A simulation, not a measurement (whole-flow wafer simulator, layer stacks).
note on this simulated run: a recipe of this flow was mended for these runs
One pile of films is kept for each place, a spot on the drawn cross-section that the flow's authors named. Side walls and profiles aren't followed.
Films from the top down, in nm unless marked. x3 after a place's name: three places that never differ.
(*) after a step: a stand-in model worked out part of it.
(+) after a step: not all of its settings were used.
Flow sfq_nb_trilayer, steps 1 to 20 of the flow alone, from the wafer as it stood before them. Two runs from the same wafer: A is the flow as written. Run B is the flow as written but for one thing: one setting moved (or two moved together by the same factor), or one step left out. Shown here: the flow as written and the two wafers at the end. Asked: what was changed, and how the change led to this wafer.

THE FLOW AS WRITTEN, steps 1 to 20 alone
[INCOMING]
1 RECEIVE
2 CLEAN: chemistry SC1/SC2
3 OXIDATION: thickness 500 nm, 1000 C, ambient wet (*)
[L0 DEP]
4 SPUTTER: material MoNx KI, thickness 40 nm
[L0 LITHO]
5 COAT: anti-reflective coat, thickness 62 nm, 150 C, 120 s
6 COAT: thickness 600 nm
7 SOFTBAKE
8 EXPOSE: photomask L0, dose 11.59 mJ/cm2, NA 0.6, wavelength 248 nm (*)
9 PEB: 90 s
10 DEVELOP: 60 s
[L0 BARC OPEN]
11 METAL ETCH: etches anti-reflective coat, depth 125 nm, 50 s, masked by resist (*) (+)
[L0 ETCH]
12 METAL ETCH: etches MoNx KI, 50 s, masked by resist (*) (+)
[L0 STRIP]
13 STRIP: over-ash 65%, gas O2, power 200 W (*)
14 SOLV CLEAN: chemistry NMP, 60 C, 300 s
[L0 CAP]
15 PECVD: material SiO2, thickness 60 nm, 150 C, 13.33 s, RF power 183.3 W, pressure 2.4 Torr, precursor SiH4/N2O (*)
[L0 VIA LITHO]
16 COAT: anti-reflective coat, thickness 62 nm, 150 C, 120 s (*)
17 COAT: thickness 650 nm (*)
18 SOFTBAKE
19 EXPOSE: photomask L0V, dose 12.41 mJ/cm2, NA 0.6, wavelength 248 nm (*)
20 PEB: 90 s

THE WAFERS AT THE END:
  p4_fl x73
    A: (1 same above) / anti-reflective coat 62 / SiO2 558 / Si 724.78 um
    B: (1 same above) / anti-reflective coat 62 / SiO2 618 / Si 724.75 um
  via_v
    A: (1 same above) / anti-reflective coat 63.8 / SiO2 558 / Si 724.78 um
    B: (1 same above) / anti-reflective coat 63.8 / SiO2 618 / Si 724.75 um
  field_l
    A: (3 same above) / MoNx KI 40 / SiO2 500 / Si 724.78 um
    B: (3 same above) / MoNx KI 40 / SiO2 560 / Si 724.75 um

The cause: step 3, OXIDATION: thickness 560 nm was run, where the flow has thickness 500 nm.
It can be read off the wafer: field_l has SiO2 560, and step 3 as written asks for 500 nm.

How the change led to this, step by step:
  3 OXIDATION: thickness 500 nm, 1000 C, ambient wet (*)
      field_l, v_sur, via_wl and 103 more: A SiO2 +500 (new film), chemical SiO2 -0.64 (all of it), Si -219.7 | B SiO2 +560 (new film), chemical SiO2 -0.64 (all of it), Si -246.1
